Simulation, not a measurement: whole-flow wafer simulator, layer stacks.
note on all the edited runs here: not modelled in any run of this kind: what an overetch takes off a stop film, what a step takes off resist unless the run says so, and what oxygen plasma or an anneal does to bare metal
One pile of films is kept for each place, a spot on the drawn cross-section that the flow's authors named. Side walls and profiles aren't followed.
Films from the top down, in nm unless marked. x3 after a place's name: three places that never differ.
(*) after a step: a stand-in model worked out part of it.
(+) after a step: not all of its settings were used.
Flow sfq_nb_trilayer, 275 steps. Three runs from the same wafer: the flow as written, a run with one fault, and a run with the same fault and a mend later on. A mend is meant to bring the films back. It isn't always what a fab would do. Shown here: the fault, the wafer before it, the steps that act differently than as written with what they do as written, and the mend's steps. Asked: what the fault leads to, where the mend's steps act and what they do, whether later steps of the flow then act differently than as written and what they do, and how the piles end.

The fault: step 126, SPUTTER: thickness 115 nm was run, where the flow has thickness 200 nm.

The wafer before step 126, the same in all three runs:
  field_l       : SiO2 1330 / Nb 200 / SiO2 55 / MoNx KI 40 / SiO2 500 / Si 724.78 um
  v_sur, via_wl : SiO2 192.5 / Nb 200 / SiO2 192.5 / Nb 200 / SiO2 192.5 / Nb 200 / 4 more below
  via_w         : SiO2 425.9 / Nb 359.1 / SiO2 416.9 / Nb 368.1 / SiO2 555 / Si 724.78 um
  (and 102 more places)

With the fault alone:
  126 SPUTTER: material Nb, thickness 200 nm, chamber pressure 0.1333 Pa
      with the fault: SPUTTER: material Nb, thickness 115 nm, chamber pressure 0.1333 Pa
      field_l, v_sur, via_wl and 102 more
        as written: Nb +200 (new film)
        with the fault: Nb +115 (new film)
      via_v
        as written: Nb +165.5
        with the fault: Nb +94.8
  Later steps of the flow that act differently than as written (6 more steps differ only slightly, by at most 2% or 0.5 nm, whichever is larger, and aren't shown):
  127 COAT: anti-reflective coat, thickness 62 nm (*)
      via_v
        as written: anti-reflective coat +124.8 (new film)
        with the fault: anti-reflective coat +120.4 (new film)
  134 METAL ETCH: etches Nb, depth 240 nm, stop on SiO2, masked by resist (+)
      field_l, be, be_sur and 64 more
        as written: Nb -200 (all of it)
        with the fault: Nb -115 (all of it)
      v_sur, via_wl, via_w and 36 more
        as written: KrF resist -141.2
        with the fault: KrF resist -101.5
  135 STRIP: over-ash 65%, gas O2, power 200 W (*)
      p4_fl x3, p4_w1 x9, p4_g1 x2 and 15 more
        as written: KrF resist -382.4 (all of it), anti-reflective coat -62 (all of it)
        with the fault: KrF resist -422.1 (all of it), anti-reflective coat -62 (all of it)
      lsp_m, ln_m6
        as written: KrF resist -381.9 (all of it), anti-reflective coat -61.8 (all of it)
        with the fault: KrF resist -421.7 (all of it), anti-reflective coat -61.8 (all of it)
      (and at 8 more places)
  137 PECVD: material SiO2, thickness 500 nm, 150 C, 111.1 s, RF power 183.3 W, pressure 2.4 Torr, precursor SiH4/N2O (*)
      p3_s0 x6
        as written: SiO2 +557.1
        with the fault: SiO2 +500
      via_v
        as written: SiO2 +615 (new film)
        with the fault: SiO2 +591.8 (new film)
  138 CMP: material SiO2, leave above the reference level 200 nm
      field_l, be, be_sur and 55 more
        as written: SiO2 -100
        with the fault: SiO2 -185
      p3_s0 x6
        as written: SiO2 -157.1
        with the fault: SiO2 -185
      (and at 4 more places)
  At the end the piles differ from the flow's by more than 2% or 0.5 nm, whichever is larger, at field_l, v_sur, via_wl and 103 more.
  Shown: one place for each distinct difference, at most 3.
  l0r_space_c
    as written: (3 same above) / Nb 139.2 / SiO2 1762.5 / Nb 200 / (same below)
    with the fault: (3 same above) / Nb 139.2 / SiO2 1677.5 / Nb 200 / (same below)
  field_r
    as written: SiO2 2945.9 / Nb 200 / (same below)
    with the fault: SiO2 2860.9 / Nb 200 / (same below)
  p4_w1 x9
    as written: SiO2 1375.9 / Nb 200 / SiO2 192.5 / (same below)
    with the fault: SiO2 1375.9 / Nb 115 / SiO2 192.5 / (same below)

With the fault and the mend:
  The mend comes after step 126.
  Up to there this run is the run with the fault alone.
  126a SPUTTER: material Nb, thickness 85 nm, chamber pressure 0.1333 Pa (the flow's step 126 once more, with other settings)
      field_l, v_sur, via_wl and 102 more
        Nb +85
      via_v
        Nb +68.2
  No later step of the flow acts differently than as written, at any place that is followed, by more than 2% or 0.5 nm, whichever is larger.
  At the end the piles differ from the flow's only slightly at the places that both follow, by at most 2% or 0.5 nm, whichever is larger.
